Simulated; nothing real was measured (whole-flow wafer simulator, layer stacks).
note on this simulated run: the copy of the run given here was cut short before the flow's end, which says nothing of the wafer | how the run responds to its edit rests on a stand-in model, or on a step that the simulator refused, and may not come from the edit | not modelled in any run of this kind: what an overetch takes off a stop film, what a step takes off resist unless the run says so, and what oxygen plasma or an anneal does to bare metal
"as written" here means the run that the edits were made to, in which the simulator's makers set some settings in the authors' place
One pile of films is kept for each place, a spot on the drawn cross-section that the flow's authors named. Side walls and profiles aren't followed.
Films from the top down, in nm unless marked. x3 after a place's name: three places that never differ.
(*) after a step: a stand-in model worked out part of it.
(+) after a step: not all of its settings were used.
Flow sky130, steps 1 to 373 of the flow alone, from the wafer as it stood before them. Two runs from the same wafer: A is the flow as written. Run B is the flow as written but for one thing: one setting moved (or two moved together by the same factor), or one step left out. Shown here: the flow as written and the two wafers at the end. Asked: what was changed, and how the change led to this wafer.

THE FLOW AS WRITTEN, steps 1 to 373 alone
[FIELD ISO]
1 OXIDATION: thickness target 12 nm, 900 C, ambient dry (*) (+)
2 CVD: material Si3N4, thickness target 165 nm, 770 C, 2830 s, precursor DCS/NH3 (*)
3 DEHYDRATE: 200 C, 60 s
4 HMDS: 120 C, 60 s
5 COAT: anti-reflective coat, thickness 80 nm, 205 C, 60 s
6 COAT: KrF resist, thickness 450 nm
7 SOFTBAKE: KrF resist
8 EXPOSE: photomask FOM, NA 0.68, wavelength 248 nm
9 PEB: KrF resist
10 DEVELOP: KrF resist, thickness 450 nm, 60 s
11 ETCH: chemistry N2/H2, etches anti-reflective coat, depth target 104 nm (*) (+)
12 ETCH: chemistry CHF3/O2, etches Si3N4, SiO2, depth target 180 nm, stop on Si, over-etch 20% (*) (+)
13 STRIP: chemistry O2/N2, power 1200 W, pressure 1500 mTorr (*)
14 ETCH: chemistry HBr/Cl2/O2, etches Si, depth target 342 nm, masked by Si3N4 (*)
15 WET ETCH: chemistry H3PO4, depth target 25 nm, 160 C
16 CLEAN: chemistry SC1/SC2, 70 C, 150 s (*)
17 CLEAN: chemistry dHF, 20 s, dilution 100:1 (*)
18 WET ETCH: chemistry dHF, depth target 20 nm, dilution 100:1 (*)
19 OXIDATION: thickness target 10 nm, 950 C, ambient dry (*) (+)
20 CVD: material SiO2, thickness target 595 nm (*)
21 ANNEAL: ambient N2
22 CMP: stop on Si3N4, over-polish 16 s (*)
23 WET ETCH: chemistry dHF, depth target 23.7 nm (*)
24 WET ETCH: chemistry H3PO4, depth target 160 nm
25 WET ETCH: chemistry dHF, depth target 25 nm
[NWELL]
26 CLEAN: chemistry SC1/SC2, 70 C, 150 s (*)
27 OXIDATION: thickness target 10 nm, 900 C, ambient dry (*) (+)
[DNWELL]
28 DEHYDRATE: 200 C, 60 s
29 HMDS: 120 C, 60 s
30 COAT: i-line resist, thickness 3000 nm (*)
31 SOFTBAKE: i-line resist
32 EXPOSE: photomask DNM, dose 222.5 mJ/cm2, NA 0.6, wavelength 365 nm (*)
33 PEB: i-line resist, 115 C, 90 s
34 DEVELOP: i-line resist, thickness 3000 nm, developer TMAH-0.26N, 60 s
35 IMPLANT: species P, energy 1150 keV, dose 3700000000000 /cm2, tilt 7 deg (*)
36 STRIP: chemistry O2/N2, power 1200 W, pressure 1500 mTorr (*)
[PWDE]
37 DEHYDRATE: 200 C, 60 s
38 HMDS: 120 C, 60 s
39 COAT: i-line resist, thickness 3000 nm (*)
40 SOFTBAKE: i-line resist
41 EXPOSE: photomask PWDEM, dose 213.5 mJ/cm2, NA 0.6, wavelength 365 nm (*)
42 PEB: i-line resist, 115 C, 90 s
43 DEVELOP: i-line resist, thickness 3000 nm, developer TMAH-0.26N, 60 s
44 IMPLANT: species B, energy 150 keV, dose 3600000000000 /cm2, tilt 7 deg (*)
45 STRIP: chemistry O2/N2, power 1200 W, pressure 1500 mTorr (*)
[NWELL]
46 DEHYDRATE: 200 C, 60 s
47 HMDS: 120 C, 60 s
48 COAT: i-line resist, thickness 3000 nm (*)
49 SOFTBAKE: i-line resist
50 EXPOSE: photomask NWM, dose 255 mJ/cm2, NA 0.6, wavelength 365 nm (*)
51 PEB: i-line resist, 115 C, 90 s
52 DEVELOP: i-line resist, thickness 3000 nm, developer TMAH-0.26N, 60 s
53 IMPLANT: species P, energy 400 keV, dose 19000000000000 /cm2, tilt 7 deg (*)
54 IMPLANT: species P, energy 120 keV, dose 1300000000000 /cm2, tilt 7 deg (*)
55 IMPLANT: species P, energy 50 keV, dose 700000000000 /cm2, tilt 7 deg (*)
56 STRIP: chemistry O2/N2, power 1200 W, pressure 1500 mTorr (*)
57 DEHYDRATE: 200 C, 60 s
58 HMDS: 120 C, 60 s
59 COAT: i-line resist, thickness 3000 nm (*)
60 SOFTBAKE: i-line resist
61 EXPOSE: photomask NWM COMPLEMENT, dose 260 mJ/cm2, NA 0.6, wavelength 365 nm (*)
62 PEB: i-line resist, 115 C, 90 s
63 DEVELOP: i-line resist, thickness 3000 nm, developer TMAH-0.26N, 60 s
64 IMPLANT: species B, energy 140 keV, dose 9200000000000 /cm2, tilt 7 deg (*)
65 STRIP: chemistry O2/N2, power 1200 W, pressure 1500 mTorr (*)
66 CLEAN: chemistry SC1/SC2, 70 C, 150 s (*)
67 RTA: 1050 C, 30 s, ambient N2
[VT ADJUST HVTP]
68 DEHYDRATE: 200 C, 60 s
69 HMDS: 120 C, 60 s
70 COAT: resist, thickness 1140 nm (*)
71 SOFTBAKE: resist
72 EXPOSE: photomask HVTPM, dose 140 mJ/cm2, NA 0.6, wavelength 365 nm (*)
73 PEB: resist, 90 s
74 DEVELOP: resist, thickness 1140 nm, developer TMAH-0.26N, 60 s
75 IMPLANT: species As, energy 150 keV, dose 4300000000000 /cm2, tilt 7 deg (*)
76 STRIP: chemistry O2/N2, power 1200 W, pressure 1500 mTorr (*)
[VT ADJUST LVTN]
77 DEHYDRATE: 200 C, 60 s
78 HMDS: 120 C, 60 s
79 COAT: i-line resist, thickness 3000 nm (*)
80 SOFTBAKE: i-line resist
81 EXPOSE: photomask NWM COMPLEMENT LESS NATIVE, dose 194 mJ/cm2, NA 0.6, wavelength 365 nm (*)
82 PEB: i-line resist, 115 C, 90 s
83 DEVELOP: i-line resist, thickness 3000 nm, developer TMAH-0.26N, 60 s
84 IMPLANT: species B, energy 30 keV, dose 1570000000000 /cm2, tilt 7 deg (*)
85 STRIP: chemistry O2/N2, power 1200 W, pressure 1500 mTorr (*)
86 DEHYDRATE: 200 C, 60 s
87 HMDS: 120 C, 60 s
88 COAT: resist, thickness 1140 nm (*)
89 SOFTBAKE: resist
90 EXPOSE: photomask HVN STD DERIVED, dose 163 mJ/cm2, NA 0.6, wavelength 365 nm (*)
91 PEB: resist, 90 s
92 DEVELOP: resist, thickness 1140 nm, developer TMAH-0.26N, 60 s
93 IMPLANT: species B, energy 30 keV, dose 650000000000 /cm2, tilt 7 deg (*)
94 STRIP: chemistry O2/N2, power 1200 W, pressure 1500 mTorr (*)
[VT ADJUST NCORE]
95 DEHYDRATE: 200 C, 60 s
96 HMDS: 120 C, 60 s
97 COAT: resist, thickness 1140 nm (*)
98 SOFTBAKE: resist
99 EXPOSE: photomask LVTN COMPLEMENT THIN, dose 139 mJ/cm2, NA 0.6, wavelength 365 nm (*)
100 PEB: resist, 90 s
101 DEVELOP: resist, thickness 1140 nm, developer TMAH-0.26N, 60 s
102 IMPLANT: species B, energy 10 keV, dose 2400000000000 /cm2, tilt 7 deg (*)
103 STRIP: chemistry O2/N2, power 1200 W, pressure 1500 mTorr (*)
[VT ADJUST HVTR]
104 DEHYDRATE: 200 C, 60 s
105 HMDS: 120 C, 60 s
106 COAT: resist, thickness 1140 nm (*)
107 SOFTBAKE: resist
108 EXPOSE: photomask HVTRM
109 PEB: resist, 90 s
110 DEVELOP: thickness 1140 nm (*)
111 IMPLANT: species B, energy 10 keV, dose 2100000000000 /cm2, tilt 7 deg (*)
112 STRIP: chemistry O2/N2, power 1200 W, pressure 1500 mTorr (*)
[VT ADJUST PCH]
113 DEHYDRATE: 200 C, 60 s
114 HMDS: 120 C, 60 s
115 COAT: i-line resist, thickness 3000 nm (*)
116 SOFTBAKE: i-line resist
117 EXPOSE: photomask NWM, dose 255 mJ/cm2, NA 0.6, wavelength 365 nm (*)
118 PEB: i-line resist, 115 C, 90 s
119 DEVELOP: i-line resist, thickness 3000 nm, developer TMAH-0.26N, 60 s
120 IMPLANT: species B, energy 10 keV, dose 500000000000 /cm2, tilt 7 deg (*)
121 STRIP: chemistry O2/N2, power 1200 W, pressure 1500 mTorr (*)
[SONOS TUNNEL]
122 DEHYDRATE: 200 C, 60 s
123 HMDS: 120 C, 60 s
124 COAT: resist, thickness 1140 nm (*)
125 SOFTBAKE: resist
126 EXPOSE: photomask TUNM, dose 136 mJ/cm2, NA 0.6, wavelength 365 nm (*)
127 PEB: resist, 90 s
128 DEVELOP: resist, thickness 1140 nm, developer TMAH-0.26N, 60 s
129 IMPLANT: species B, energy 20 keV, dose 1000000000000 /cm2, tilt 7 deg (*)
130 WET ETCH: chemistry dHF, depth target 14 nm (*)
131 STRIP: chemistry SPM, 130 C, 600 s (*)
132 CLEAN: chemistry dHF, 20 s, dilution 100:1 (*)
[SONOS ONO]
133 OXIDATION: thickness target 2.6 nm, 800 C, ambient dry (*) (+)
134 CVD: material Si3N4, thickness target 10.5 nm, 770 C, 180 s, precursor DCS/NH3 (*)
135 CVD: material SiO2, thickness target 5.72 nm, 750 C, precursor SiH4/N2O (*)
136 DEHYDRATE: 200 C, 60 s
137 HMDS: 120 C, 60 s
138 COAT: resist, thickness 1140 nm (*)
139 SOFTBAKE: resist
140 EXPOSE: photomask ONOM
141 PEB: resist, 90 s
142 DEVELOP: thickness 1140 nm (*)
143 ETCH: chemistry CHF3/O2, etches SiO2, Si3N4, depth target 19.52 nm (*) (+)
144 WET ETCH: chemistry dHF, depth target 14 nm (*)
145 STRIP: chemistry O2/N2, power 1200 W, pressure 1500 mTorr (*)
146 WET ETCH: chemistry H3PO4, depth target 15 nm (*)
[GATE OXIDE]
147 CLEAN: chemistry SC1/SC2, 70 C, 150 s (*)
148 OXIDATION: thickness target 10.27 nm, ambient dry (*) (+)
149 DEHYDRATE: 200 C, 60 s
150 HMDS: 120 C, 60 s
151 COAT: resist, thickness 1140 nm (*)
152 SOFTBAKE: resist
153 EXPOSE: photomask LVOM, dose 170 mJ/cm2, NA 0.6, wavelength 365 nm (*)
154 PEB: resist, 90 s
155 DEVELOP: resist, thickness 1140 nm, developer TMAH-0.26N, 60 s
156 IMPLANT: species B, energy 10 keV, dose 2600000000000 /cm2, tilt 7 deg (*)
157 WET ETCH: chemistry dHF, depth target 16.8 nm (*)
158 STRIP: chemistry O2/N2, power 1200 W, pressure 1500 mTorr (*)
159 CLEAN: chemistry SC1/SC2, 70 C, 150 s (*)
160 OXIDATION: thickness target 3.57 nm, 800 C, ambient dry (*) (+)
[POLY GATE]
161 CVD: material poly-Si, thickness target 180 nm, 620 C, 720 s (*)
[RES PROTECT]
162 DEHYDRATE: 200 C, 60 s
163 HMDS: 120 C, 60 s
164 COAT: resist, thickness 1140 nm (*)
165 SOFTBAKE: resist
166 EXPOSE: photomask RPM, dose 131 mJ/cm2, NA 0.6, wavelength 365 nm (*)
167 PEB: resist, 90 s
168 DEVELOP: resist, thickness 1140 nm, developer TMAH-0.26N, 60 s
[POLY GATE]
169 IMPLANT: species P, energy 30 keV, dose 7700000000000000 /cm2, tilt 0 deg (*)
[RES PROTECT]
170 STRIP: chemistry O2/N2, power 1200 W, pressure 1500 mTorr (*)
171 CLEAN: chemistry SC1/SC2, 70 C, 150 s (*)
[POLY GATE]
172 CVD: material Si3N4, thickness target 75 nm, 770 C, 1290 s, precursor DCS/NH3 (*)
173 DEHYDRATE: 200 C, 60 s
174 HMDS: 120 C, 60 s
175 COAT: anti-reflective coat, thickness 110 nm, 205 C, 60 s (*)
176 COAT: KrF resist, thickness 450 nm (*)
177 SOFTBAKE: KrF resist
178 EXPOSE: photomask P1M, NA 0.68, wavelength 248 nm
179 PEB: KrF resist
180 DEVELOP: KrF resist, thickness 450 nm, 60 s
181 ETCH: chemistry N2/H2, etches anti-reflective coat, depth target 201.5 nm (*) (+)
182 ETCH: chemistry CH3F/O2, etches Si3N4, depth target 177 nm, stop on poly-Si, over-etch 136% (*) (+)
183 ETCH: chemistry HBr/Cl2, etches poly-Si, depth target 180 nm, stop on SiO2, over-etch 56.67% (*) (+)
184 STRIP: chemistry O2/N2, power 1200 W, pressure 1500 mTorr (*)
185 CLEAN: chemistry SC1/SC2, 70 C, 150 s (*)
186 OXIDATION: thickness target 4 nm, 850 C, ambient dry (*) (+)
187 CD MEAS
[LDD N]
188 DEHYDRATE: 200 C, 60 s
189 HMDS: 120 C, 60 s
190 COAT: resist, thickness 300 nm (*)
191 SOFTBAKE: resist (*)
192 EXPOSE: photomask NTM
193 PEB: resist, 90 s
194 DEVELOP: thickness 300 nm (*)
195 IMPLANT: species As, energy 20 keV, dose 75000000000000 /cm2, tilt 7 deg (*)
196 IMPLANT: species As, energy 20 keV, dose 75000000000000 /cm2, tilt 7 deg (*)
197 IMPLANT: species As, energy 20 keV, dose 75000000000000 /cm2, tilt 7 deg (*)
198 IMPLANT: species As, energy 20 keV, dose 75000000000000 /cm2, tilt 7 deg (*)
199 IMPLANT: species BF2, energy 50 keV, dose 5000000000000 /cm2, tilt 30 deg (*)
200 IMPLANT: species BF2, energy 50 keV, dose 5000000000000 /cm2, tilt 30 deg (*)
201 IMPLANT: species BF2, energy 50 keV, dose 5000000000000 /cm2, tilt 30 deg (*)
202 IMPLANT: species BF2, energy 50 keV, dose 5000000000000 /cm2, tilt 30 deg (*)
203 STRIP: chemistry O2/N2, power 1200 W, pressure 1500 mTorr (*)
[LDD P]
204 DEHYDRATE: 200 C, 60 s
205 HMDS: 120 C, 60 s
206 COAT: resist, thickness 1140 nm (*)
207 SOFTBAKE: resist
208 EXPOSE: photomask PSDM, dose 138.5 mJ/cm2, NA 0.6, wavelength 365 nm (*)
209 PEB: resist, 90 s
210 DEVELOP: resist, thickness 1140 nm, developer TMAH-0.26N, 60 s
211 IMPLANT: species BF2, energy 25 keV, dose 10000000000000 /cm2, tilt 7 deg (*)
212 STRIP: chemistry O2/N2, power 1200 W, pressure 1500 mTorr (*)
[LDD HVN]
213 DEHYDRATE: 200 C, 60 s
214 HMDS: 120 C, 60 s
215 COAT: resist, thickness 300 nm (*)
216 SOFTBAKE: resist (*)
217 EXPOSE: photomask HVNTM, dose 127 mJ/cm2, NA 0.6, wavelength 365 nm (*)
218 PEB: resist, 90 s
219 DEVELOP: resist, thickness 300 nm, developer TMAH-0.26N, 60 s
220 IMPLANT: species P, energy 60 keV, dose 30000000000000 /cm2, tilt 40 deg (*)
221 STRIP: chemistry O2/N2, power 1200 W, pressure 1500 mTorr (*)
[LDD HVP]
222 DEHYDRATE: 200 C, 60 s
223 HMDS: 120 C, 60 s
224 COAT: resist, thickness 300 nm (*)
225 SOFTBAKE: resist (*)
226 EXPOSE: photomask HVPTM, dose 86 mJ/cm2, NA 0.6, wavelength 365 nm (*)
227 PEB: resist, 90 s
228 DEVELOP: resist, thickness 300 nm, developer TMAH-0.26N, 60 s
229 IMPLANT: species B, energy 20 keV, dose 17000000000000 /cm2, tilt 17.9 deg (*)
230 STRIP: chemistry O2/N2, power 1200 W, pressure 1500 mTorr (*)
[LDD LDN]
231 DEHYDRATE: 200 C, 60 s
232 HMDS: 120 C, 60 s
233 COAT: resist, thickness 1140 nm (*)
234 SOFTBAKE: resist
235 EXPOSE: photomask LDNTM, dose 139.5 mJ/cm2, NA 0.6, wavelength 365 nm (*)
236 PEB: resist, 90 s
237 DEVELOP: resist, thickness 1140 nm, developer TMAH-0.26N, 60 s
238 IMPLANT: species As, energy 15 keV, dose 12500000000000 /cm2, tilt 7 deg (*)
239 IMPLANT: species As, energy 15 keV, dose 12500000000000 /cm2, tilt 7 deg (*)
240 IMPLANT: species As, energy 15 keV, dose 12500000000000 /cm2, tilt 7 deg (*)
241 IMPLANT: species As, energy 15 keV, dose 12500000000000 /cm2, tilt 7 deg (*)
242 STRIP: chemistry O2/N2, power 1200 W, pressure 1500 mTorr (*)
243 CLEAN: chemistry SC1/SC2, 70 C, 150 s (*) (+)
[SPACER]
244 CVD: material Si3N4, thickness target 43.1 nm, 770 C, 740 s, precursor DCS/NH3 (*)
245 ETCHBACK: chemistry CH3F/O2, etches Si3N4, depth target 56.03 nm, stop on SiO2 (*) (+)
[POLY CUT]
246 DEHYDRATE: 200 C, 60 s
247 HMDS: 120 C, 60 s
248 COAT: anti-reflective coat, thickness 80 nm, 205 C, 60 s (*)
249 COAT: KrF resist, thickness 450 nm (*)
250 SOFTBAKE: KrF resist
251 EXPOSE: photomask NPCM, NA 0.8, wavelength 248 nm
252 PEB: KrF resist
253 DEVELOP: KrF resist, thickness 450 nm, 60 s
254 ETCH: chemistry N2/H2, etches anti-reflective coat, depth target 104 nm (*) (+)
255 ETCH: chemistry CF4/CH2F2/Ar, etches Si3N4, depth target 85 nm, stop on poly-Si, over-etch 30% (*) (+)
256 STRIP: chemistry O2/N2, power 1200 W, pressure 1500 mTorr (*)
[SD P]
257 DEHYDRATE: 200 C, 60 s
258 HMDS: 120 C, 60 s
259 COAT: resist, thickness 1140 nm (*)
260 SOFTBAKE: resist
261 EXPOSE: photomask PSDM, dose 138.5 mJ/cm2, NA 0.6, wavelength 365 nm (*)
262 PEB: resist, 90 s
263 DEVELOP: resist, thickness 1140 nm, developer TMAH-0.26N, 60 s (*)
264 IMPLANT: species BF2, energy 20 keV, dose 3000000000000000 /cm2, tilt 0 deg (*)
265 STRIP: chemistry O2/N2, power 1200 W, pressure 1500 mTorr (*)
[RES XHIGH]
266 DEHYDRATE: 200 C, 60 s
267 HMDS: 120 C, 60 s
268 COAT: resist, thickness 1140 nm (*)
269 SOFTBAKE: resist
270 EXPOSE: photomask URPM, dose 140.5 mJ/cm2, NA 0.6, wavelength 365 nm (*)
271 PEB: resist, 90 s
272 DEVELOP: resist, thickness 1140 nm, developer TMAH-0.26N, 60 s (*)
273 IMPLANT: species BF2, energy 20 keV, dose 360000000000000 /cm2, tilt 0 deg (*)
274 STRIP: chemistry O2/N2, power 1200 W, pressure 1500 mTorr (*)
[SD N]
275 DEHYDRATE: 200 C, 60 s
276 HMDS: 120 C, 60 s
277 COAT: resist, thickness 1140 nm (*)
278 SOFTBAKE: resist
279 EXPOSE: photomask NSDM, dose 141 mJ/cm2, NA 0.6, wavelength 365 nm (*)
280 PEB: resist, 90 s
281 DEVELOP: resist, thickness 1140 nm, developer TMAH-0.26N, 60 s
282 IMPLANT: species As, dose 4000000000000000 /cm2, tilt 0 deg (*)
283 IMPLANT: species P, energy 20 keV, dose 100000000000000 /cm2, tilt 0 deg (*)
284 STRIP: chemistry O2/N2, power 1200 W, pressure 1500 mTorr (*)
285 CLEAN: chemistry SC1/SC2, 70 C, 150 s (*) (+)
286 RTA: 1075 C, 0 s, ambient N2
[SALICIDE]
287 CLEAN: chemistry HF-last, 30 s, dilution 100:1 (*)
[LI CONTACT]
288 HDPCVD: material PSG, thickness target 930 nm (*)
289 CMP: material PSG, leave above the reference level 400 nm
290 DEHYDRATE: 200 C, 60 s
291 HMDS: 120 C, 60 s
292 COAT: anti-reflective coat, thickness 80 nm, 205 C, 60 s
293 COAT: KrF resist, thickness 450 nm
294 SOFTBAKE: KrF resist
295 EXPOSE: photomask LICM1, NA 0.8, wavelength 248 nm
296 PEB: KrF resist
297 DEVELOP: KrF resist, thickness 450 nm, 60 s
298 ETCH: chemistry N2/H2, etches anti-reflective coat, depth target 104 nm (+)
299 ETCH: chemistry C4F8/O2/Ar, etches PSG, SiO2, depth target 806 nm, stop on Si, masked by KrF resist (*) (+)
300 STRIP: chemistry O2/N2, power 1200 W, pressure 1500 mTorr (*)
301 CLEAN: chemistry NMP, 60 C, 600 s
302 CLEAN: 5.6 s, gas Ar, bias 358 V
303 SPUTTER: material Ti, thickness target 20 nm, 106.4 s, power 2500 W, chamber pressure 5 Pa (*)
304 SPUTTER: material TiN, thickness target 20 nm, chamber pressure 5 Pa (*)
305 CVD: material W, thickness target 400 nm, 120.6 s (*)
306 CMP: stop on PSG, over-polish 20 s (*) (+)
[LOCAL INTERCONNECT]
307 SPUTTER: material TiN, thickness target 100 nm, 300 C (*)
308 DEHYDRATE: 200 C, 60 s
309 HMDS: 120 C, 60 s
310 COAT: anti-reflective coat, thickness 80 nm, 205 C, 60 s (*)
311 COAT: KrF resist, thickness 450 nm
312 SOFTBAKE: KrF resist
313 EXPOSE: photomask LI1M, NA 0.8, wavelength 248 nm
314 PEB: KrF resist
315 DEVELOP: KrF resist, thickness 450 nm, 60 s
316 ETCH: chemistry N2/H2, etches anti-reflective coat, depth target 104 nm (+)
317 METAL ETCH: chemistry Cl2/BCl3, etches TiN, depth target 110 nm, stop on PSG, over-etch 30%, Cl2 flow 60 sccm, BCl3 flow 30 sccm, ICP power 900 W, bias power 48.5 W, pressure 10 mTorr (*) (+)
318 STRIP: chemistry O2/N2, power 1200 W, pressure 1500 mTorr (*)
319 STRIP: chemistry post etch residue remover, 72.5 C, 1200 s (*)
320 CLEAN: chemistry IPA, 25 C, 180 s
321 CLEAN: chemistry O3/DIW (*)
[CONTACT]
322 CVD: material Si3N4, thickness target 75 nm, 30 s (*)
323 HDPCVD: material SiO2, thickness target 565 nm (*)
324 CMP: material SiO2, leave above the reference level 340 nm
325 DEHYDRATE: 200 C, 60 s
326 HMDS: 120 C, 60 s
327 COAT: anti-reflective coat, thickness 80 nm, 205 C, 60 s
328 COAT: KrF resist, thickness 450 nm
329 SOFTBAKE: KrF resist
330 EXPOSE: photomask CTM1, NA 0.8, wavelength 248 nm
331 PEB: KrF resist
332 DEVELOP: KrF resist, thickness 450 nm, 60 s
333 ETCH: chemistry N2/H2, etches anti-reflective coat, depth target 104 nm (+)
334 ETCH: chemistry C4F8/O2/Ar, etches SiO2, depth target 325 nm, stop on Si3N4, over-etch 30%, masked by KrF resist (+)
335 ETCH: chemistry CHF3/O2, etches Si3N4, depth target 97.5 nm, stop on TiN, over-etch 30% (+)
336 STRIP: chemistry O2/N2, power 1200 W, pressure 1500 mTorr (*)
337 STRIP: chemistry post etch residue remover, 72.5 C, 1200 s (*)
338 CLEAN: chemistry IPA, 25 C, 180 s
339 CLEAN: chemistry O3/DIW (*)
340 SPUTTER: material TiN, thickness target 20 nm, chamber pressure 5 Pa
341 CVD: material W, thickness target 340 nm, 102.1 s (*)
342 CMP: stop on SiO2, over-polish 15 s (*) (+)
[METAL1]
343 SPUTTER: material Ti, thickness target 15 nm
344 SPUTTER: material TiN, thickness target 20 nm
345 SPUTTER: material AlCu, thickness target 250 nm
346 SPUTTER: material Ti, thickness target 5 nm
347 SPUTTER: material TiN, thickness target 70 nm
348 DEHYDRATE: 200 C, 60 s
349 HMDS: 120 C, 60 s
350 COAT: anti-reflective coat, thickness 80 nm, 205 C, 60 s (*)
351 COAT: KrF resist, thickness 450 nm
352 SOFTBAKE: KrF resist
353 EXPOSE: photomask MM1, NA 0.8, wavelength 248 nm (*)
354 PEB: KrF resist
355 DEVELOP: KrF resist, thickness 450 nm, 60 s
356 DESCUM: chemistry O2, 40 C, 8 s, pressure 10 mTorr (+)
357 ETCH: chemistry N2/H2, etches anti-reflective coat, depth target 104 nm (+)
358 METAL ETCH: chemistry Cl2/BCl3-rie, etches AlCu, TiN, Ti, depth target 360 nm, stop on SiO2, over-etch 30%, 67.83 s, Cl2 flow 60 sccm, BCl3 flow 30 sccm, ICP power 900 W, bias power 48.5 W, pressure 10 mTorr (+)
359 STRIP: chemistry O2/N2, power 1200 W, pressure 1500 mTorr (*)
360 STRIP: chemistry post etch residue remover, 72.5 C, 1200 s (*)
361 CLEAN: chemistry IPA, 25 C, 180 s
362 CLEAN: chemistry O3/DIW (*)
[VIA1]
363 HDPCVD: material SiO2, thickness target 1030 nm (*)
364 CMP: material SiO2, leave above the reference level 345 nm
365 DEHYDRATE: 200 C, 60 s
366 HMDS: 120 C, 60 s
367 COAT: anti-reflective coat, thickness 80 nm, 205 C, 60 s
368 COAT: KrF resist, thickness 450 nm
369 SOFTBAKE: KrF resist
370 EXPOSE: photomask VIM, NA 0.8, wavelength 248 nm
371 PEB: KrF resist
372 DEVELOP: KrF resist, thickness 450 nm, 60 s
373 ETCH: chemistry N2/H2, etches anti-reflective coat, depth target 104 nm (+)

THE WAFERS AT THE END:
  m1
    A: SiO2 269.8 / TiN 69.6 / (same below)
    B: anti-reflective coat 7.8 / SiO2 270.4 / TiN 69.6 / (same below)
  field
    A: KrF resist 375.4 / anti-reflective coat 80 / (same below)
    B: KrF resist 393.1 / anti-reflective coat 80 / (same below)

The cause: step 373, ETCH: depth target 72.2 nm was run, where the flow has depth target 104 nm.

How the change led to this, step by step:
  373 ETCH: chemistry N2/H2, etches anti-reflective coat, depth target 104 nm (+)
      m1, via1_hole: A anti-reflective coat -80 (all of it), SiO2 -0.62 | B anti-reflective coat -72.2
      field, active, n_well and 186 more: A KrF resist -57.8 | B KrF resist -40.1
